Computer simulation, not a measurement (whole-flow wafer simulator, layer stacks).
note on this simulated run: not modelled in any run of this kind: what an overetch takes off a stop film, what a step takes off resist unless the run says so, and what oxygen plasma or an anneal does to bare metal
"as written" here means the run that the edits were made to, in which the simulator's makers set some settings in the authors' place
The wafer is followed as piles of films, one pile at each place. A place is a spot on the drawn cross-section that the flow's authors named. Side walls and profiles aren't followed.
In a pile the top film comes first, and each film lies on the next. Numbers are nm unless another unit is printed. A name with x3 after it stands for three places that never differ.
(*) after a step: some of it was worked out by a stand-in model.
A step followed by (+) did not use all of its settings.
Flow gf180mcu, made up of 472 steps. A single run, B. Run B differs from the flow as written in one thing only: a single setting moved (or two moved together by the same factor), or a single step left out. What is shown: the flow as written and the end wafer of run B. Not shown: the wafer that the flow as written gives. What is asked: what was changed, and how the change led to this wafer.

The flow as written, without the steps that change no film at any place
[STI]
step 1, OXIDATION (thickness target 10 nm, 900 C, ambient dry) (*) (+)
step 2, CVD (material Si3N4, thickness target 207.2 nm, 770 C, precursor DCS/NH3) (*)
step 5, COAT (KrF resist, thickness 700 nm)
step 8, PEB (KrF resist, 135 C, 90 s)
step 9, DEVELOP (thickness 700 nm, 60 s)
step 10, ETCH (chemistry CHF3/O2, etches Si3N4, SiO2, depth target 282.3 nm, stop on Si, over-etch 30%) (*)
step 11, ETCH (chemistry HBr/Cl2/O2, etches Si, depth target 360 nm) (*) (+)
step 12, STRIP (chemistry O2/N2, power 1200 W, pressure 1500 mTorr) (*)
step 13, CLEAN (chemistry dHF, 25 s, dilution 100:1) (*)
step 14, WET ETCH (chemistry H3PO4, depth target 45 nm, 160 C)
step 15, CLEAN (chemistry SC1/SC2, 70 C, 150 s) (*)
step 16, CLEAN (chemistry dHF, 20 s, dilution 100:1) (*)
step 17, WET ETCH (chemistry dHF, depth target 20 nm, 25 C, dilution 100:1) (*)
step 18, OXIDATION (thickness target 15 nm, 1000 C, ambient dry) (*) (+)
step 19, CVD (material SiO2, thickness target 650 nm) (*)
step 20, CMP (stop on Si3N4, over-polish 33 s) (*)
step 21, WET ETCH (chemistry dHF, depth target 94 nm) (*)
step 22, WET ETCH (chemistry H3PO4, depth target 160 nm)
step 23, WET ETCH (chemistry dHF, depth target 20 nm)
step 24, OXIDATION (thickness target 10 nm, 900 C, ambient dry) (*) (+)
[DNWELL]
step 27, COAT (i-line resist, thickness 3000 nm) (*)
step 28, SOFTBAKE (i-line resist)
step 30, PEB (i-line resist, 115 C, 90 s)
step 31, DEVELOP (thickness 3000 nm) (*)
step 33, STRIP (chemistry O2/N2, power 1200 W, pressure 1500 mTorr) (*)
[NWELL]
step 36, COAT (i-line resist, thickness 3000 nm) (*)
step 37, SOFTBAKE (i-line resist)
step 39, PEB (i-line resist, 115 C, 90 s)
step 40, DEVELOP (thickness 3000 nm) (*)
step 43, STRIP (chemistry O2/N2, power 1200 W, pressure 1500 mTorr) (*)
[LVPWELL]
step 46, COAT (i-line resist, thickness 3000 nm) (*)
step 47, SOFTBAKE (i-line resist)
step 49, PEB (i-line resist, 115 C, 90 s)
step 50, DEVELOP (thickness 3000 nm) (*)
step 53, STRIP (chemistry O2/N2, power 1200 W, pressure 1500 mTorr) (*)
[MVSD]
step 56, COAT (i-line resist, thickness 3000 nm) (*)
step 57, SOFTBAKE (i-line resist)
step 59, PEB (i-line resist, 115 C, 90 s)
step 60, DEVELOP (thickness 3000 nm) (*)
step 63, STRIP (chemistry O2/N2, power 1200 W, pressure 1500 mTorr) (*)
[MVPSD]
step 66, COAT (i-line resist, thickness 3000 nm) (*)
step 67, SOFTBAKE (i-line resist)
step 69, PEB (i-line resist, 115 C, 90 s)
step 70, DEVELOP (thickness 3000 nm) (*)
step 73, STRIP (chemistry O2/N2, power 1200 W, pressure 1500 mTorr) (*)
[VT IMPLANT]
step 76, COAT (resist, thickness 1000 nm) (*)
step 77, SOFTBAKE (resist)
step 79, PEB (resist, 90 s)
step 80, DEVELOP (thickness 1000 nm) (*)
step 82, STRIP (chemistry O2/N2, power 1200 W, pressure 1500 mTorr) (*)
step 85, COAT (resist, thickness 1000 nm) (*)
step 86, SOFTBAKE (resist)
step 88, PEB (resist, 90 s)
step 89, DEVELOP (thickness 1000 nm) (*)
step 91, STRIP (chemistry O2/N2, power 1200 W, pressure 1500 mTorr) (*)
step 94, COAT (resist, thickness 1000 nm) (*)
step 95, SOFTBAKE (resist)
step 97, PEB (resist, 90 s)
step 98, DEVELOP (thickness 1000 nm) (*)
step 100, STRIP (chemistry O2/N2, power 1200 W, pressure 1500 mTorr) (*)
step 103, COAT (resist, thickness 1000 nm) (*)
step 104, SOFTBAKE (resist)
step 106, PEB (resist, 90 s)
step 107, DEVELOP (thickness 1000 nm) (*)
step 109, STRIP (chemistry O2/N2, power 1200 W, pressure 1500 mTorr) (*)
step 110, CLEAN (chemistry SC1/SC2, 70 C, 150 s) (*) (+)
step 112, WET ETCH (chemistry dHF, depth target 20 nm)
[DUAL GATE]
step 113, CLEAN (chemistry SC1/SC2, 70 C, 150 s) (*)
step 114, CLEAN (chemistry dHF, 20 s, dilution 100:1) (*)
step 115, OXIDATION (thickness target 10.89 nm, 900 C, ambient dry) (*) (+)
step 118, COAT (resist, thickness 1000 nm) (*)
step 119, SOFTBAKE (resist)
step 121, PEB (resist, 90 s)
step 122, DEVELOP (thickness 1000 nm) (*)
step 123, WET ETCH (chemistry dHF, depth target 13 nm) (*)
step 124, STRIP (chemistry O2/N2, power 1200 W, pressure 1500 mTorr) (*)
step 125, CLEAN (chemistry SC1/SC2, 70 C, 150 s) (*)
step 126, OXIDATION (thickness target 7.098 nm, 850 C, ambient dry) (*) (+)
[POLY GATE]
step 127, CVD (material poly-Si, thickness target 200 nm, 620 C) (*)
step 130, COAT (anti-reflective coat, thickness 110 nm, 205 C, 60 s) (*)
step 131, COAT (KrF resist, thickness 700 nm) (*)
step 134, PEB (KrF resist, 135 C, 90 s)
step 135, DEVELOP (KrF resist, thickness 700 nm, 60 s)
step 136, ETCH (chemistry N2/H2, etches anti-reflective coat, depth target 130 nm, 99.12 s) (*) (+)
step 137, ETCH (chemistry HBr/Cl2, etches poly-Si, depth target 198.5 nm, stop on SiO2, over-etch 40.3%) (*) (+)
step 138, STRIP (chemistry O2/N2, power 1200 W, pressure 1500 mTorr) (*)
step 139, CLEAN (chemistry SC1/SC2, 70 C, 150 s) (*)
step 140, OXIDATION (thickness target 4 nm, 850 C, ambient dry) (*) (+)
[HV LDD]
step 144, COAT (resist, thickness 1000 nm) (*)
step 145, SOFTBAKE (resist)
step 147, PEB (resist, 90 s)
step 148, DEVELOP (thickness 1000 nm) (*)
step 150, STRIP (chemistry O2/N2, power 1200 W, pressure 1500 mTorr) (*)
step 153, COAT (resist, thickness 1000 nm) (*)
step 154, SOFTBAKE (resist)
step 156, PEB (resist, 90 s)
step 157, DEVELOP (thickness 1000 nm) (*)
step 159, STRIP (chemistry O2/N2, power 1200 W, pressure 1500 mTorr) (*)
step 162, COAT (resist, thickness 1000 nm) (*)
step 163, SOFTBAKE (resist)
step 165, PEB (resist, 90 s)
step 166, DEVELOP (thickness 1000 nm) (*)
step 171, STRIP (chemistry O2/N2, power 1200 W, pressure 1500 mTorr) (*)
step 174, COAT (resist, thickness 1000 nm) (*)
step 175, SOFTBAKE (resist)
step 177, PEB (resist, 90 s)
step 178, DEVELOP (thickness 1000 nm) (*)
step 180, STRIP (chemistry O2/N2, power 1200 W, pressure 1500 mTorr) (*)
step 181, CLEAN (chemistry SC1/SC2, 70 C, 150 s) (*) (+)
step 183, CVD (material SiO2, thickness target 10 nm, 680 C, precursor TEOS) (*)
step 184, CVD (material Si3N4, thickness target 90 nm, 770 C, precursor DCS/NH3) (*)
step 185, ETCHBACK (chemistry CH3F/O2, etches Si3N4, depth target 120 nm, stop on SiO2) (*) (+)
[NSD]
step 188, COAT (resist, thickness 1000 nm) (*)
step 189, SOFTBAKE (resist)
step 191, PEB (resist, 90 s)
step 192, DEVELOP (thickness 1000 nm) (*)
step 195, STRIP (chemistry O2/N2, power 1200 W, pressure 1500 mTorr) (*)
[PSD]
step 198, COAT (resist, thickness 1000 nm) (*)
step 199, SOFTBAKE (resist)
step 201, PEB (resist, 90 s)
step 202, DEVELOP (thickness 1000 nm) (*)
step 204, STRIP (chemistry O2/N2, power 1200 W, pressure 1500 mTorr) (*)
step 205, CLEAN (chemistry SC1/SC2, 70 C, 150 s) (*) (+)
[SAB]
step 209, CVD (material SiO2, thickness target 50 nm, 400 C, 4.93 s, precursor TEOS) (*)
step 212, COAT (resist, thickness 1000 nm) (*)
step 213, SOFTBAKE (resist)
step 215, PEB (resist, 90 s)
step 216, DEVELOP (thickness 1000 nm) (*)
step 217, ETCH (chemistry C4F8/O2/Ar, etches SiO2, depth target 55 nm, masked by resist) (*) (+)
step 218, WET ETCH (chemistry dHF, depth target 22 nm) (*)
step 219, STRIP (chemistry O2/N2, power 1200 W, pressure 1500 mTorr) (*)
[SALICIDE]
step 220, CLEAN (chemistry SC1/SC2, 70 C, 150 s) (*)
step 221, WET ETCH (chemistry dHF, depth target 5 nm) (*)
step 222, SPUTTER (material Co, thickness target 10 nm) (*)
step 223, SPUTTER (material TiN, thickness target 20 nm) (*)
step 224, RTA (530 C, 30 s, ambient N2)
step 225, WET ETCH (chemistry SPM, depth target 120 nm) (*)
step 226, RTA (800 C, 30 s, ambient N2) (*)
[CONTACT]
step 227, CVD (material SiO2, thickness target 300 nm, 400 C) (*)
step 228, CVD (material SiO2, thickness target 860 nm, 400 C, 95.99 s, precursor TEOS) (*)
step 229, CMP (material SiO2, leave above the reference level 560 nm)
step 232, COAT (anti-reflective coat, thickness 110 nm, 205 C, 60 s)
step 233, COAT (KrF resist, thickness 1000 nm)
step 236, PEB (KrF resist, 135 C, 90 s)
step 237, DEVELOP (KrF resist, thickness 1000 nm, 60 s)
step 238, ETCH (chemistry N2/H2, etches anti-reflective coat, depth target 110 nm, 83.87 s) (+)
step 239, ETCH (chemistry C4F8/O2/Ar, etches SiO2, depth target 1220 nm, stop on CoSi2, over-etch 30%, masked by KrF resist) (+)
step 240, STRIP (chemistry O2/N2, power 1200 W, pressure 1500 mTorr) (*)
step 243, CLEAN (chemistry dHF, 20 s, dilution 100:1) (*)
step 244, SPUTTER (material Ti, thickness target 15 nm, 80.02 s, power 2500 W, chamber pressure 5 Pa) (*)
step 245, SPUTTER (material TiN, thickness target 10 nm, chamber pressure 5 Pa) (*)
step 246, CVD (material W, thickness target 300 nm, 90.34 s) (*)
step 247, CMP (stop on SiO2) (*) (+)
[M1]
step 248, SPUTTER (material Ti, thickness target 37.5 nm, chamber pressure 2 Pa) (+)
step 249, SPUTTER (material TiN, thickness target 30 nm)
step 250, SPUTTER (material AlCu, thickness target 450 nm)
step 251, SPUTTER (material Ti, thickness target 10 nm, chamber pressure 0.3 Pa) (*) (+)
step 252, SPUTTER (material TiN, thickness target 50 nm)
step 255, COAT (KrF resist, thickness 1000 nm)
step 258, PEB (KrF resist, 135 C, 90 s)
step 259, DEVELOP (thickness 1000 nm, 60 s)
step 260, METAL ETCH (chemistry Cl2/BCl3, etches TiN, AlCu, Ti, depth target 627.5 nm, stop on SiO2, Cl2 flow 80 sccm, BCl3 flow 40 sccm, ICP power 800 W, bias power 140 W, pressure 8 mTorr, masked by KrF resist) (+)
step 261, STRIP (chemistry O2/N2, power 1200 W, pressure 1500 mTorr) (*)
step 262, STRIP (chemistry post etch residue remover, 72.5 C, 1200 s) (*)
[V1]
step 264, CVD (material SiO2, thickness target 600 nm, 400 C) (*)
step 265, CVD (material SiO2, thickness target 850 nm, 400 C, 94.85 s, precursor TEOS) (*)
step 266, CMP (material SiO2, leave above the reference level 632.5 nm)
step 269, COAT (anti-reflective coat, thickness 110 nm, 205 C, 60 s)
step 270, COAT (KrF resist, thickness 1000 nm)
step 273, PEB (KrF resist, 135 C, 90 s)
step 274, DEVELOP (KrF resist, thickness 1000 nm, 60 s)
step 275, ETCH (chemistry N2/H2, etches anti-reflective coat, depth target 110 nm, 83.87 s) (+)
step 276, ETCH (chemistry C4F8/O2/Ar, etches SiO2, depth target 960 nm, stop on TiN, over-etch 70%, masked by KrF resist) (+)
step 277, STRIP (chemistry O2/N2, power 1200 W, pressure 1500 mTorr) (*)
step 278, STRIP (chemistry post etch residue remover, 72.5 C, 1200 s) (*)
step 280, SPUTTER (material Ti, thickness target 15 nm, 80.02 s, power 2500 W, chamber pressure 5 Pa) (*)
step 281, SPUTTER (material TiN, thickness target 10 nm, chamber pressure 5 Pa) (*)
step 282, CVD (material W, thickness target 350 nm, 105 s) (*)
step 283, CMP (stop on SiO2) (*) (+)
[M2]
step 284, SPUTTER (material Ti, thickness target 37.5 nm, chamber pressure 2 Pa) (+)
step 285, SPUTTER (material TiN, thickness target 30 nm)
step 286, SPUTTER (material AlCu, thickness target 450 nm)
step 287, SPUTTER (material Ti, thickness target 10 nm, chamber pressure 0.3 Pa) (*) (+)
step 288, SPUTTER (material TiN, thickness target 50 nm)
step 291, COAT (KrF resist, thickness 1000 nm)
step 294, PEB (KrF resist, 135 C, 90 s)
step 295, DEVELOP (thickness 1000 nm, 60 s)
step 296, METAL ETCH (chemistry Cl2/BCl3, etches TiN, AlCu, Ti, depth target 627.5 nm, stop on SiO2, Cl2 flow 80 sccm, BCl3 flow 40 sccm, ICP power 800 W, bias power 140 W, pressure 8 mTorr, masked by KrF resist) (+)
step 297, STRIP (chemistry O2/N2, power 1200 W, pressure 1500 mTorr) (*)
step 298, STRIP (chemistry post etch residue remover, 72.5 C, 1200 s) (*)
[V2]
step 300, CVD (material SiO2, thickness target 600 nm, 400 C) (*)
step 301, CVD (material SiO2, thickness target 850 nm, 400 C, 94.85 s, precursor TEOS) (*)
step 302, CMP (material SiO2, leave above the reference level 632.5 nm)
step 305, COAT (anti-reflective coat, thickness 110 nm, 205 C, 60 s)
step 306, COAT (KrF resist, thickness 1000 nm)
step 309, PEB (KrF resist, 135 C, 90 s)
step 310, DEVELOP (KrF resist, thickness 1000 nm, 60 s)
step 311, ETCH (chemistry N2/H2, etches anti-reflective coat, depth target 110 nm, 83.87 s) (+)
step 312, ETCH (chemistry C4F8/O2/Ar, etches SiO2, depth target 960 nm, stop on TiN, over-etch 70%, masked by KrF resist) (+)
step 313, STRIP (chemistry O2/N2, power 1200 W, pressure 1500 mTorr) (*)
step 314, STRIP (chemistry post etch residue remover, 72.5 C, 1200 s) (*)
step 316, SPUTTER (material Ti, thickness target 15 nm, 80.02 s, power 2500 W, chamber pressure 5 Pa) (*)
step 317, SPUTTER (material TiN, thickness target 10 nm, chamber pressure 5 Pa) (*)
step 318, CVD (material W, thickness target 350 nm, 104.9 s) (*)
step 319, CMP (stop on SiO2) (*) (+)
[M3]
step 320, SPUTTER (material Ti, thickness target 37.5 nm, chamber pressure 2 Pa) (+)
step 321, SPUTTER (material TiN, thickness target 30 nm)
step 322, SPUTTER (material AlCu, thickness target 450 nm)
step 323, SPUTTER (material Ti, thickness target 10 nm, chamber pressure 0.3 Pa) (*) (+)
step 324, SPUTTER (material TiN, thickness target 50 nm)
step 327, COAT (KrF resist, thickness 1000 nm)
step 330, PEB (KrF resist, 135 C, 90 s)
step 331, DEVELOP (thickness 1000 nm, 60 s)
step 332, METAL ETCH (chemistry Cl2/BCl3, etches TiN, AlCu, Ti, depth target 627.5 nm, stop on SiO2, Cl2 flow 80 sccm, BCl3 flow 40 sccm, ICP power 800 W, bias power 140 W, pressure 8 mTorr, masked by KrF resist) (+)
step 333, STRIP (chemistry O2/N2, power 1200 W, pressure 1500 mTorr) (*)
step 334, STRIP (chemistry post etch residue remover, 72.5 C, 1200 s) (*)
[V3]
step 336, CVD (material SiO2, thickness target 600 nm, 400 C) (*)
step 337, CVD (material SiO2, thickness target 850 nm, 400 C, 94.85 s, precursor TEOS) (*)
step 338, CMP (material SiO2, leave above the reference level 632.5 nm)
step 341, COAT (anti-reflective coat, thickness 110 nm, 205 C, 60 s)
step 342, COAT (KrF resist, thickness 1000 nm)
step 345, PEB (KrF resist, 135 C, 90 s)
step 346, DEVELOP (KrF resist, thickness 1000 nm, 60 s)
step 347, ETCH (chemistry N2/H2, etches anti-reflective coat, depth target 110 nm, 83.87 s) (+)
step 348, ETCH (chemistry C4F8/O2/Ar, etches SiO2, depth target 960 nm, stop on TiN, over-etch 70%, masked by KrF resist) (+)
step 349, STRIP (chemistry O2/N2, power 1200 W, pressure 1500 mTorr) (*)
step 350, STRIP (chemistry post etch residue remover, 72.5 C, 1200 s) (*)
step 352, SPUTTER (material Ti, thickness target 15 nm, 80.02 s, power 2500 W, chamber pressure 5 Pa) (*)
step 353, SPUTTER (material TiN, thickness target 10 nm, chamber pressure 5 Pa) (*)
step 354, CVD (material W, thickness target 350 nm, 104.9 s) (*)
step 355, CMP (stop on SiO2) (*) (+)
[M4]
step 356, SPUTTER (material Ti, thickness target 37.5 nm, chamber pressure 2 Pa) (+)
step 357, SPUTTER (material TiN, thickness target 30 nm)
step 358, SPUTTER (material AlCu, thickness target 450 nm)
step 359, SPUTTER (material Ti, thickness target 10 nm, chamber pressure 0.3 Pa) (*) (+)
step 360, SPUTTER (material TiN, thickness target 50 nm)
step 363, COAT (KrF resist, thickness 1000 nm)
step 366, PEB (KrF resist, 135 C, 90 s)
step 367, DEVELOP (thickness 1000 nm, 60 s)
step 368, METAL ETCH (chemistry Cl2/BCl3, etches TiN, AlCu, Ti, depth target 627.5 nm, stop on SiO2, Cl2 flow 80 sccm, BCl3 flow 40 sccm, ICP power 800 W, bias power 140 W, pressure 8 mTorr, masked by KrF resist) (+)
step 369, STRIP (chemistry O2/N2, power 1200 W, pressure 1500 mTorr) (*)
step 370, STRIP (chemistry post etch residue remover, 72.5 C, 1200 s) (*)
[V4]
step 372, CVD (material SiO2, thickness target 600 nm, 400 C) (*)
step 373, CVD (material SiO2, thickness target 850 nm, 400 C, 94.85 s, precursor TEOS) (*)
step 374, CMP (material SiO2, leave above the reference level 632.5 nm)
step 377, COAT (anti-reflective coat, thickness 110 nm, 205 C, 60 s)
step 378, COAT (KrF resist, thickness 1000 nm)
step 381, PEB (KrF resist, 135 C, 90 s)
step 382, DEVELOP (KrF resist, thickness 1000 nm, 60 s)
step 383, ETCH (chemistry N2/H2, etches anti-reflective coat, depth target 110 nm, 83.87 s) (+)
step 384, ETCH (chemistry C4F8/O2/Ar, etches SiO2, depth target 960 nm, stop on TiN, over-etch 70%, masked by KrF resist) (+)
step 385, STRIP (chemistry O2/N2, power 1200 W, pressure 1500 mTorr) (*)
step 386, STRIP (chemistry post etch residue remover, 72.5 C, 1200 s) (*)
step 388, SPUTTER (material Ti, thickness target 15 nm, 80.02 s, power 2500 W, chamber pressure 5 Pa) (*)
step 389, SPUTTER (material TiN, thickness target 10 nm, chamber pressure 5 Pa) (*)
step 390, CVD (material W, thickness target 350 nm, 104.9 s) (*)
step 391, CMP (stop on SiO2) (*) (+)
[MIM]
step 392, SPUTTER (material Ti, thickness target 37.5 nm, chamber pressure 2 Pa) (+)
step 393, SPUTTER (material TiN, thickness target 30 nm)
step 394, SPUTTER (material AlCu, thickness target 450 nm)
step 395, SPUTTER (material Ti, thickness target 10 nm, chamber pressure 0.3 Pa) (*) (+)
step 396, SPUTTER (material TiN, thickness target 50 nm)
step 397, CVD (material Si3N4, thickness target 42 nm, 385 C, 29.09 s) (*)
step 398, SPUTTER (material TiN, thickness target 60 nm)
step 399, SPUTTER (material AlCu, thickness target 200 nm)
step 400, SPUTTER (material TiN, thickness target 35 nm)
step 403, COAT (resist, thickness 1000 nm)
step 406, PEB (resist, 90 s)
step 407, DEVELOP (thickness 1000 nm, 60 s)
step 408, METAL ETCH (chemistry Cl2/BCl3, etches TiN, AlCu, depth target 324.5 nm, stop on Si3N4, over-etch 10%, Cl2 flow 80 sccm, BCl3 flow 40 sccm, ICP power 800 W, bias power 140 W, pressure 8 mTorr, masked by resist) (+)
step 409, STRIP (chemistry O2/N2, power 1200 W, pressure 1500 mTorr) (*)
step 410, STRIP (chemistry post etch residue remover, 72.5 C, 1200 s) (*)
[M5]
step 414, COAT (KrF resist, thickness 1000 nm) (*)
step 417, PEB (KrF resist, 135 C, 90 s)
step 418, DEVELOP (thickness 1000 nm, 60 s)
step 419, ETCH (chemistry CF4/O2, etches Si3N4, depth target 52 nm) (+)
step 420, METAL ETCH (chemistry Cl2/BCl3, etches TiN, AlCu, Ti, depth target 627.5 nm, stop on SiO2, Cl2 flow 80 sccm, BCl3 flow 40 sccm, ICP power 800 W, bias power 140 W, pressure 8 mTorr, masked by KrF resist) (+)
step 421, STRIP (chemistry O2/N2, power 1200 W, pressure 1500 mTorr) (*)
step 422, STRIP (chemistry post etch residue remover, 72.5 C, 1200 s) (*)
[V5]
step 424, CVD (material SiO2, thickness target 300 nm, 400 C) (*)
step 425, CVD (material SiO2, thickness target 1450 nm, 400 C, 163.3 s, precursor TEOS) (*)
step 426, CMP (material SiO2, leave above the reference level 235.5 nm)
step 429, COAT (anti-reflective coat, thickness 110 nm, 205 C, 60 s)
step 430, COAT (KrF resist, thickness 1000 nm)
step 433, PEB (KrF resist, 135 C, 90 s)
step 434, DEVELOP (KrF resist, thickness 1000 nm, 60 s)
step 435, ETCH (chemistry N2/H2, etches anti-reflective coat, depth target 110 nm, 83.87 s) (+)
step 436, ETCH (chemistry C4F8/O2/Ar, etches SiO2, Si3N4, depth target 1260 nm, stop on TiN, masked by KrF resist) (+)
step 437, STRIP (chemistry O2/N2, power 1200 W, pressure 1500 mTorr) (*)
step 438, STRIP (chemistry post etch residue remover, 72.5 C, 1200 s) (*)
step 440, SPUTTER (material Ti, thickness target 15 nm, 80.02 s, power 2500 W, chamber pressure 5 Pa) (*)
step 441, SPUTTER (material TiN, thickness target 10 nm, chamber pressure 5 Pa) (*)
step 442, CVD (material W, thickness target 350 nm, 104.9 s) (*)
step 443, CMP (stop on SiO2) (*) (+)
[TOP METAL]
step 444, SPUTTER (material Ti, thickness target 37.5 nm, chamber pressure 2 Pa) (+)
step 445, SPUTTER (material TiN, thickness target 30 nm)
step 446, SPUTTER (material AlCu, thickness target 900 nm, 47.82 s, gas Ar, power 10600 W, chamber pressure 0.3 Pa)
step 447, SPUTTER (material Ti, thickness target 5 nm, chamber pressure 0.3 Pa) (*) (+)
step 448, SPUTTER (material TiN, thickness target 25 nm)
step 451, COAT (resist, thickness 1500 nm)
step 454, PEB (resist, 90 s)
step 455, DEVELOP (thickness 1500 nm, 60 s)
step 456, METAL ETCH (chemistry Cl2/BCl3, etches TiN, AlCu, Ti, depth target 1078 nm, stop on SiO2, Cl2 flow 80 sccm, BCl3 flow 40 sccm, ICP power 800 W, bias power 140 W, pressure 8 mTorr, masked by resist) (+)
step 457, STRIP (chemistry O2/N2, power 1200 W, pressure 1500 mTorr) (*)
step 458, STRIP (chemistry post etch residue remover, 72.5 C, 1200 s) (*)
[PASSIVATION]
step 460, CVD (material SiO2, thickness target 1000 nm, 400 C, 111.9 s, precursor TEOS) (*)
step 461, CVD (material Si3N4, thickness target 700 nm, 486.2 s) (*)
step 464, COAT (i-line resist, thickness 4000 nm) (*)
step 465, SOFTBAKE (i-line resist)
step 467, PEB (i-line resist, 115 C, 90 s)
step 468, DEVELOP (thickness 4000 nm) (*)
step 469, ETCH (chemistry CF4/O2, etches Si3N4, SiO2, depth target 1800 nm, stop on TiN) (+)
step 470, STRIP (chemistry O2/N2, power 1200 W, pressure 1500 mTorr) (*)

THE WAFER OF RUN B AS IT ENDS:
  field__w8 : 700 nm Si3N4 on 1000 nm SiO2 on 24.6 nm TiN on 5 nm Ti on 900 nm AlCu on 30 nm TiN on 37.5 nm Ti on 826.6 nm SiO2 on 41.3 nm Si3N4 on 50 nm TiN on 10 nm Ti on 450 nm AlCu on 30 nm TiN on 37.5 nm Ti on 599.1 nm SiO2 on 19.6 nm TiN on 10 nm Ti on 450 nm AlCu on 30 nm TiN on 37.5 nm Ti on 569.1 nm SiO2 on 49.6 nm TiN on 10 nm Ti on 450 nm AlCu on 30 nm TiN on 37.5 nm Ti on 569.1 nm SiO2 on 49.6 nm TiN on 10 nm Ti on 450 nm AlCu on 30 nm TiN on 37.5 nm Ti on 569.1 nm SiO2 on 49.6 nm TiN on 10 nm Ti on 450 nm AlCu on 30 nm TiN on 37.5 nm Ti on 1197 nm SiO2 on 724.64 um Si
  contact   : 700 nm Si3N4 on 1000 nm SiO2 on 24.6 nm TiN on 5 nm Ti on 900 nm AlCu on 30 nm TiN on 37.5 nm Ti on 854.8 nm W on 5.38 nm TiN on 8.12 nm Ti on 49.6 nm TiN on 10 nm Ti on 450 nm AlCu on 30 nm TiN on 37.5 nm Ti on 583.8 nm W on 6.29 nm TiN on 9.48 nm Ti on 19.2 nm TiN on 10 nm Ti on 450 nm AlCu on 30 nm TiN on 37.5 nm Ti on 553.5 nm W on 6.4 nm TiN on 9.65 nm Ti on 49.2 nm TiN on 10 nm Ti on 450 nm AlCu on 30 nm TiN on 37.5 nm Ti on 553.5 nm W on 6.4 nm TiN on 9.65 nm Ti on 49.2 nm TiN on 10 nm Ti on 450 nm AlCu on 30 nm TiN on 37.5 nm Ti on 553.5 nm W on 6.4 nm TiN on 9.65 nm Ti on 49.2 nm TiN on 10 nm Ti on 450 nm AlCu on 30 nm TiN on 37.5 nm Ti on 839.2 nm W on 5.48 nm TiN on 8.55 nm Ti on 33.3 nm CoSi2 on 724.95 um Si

Cause: step 360, SPUTTER: thickness target 20 nm was run, while the flow as written has thickness target 50 nm.

How this came from the change, step by step:
  step 360, SPUTTER (material TiN, thickness target 50 nm)
      field, field__w1, field__w2 and 108 more: +20 TiN (new film) (it would be, as written: +50 TiN (new film))
  step 368, METAL ETCH (chemistry Cl2/BCl3, etches TiN, AlCu, Ti, depth target 627.5 nm, stop on SiO2, Cl2 flow 80 sccm, BCl3 flow 40 sccm, ICP power 800 W, bias power 140 W, pressure 8 mTorr, masked by KrF resist) (+)
      field, field__w1, field__w2 and 103 more: -20 TiN (all of it), -10 Ti (all of it), -450 AlCu (all of it), -30 TiN (all of it), -37.5 Ti (all of it) (it would be, as written: -50 TiN (all of it), -10 Ti (all of it), -450 AlCu (all of it), -30 TiN (all of it), -37.5 Ti (all of it))
  step 374, CMP (material SiO2, leave above the reference level 632.5 nm)
      field__w8, contact, m1, m1__w1, m1_nw: -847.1 SiO2 (it would be, as written: -877.1 SiO2)
  step 384, ETCH (chemistry C4F8/O2/Ar, etches SiO2, depth target 960 nm, stop on TiN, over-etch 70%, masked by KrF resist) (+)
      contact: -602.1 SiO2 (all of it) (it would be, as written: -572.1 SiO2 (all of it))
  step 390, CVD (material W, thickness target 350 nm, 104.9 s) (*)
      contact: +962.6 W (new film) (it would be, as written: +932.3 W (new film))
